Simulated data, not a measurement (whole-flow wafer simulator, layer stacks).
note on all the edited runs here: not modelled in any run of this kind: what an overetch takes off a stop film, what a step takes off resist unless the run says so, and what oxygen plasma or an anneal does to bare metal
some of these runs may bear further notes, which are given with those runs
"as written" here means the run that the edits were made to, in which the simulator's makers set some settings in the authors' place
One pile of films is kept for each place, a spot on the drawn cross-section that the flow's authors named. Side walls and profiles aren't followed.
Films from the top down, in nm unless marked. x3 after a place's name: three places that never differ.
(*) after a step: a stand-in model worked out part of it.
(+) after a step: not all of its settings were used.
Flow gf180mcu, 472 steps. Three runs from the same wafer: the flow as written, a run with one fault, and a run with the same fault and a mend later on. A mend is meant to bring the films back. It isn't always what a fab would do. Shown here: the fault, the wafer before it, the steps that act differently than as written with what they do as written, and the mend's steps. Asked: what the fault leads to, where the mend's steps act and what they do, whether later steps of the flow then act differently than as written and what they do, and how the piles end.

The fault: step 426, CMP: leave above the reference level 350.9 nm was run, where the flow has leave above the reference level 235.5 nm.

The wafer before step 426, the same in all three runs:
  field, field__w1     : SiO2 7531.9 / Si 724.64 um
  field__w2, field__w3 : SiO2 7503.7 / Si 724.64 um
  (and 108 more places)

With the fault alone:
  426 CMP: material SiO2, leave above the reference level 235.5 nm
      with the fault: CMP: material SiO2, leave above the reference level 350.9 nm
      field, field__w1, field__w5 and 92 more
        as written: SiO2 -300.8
        with the fault: SiO2 -185.4
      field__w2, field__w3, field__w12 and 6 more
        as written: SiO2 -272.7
        with the fault: SiO2 -157.3
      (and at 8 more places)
  Later steps of the flow that act differently than as written (1 more step differs only slightly, by at most 2% or 0.5 nm, whichever is larger, and isn't shown):
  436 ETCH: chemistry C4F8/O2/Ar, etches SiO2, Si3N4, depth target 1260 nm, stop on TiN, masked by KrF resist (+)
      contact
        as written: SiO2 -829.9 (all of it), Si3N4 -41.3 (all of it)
        with the fault: SiO2 -945.3 (all of it), Si3N4 -41.3 (all of it)
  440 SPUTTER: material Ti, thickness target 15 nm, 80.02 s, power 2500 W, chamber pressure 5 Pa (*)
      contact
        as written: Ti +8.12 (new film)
        with the fault: Ti +7.6 (new film)
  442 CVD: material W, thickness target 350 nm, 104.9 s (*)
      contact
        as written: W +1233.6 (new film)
        with the fault: W +1349.8 (new film)
  At the end the piles differ from the flow's by more than 2% or 0.5 nm, whichever is larger, at field__w4, field__w8, contact, m1, m1__w1, mim, mim_1p0, m1_nw.
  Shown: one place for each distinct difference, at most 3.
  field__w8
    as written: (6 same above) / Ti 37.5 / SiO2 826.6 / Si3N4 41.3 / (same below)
    with the fault: (6 same above) / Ti 37.5 / SiO2 942 / Si3N4 41.3 / (same below)
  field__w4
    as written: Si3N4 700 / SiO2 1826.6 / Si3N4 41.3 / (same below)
    with the fault: Si3N4 700 / SiO2 1942 / Si3N4 41.3 / (same below)
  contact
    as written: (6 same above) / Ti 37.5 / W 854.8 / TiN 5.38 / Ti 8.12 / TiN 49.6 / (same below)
    with the fault: (6 same above) / Ti 37.5 / W 971.1 / TiN 5.04 / Ti 7.6 / TiN 49.6 / (same below)

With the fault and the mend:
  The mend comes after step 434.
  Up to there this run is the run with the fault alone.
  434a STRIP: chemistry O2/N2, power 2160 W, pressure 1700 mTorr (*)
      field, field__w1, field__w2 and 108 more
        KrF resist -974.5 (all of it), anti-reflective coat -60 (all of it)
      contact
        anti-reflective coat -60 (all of it)
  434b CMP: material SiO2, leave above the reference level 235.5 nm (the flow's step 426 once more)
      field, field__w1, field__w2 and 109 more
        SiO2 -115.4
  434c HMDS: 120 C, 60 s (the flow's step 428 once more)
      changes no film at any place that is followed
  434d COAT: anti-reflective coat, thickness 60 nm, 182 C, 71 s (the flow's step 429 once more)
      field, field__w1, field__w2 and 109 more
        anti-reflective coat +60 (new film)
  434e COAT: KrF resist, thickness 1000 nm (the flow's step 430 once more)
      field, field__w1, field__w2 and 109 more
        KrF resist +1000 (new film)
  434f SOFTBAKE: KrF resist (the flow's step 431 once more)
      changes no film at any place that is followed
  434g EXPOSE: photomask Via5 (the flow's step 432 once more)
      changes no film at any place that is followed
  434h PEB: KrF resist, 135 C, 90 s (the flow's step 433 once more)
      field, field__w1, field__w2 and 109 more
        KrF resist -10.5
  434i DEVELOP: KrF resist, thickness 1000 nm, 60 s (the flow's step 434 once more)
      field, field__w1, field__w2 and 108 more
        KrF resist -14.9
      contact
        KrF resist -989.5 (all of it)
  No later step of the flow acts differently than as written at any place that is followed.
  At the end the piles are the same as the flow's at every place that both follow.
